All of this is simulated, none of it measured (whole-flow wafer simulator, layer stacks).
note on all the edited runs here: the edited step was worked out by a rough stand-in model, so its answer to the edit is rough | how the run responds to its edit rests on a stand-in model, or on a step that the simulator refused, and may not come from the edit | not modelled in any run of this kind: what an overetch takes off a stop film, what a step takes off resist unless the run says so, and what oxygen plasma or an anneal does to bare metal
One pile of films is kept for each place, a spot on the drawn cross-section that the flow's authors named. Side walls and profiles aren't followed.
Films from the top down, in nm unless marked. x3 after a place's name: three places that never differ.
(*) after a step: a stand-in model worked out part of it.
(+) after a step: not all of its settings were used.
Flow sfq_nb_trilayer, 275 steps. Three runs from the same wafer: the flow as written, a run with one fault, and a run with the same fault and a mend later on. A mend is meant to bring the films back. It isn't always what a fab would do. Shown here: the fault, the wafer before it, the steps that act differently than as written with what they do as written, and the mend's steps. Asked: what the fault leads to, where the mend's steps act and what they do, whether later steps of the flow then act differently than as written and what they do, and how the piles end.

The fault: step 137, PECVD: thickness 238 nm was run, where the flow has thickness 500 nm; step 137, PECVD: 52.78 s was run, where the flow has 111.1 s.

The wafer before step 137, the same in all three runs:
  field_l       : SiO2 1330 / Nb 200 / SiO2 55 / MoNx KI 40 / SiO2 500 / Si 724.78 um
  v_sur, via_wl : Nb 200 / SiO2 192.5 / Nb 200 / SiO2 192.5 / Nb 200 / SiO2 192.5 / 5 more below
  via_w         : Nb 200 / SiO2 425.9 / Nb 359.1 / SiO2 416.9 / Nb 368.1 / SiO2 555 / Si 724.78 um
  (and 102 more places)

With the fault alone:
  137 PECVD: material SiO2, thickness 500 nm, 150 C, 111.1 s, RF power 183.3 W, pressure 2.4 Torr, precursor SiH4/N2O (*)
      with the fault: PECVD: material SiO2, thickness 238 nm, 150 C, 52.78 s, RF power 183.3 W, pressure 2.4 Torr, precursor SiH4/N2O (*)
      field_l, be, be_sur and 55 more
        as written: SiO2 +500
        with the fault: SiO2 +238
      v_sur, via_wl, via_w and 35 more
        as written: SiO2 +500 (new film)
        with the fault: SiO2 +238 (new film)
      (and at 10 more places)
  Later steps of the flow that act differently than as written (18 more steps differ only slightly, by at most 2% or 0.5 nm, whichever is larger, and aren't shown):
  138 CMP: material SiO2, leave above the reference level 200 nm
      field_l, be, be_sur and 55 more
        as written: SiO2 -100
        with the fault: nothing
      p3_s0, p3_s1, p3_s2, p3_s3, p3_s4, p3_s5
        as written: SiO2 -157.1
        with the fault: nothing
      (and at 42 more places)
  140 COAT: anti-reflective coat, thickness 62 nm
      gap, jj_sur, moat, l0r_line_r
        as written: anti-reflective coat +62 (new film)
        with the fault: anti-reflective coat +64.3 (new film)
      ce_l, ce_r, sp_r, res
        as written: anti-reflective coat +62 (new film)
        with the fault: anti-reflective coat +64.5 (new film)
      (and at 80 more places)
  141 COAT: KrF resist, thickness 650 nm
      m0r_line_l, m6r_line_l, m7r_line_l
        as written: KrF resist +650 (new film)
        with the fault: KrF resist +681.6 (new film)
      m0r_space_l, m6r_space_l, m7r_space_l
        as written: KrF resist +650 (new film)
        with the fault: KrF resist +671.3 (new film)
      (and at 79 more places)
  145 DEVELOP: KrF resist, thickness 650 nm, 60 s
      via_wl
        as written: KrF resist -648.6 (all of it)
        with the fault: KrF resist -584.7 (all of it)
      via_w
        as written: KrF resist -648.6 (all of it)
        with the fault: KrF resist -592.5 (all of it)
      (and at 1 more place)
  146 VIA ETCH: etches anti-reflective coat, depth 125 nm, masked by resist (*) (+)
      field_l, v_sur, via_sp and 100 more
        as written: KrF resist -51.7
        with the fault: KrF resist -41.3
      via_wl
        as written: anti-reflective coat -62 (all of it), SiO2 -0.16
        with the fault: anti-reflective coat -49.3 (all of it), SiO2 -0.13
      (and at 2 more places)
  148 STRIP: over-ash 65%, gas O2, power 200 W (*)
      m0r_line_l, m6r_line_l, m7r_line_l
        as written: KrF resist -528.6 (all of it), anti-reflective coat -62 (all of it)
        with the fault: KrF resist -570.5 (all of it), anti-reflective coat -62.2 (all of it)
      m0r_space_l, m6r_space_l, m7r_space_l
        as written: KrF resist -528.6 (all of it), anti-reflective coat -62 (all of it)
        with the fault: KrF resist -560.2 (all of it), anti-reflective coat -80.3 (all of it)
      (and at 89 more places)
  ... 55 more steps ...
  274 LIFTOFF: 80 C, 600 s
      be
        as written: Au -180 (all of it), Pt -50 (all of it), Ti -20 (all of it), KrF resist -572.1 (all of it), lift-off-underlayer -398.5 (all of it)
        with the fault: Au -180 (all of it), Pt -50 (all of it), Ti -20 (all of it), KrF resist -613.8 (all of it), lift-off-underlayer -720.8 (all of it)
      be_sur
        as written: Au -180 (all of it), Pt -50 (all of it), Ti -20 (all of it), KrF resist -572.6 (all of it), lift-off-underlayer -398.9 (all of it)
        with the fault: Au -180 (all of it), Pt -50 (all of it), Ti -20 (all of it), KrF resist -587.3 (all of it), lift-off-underlayer -366.3 (all of it)
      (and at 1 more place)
  At the end the piles differ from the flow's by more than 2% or 0.5 nm, whichever is larger, at via_v, be, be_sur and 38 more.
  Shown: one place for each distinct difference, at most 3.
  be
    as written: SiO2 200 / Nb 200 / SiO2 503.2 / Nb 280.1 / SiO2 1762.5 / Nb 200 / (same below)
    with the fault: SiO2 312.8 / Nb 119.8 / SiO2 208.7 / Nb 125.9 / SiO2 22.9 / Al2O3 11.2 / Nb2O5 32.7 / Nb 125.9 / SiO2 1600.5 / Nb 200 / (same below)
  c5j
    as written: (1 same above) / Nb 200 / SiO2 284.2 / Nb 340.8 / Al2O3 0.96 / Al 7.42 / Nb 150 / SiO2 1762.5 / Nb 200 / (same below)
    with the fault: (1 same above) / Nb 200 / SiO2 293.3 / Nb 183.3 / SiO2 140.4 / Nb 170 / Al2O3 0.96 / Al 7.42 / Nb 150 / SiO2 1600.5 / Nb 200 / (same below)
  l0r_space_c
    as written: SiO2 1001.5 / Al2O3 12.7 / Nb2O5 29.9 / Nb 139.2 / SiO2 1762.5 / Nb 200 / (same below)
    with the fault: SiO2 1163.5 / Al2O3 12.7 / Nb2O5 29.9 / Nb 139.2 / SiO2 1600.5 / Nb 200 / (same below)

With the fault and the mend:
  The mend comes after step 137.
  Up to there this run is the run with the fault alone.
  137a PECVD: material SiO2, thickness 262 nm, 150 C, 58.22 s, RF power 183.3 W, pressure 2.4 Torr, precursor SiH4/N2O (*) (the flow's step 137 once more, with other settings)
      field_l, v_sur, via_wl and 99 more
        SiO2 +262
      lsp_r, l0_sur, l0v
        SiO2 +258
      via_v
        SiO2 +272.6
  Later steps of the flow that act differently than as written:
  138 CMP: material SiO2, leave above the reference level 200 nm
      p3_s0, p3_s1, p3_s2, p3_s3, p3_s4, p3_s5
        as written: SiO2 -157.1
        with the mend: SiO2 -100
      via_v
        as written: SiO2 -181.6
        with the mend: SiO2 -44.2
  At the end the piles are the same as the flow's at every place that both follow.
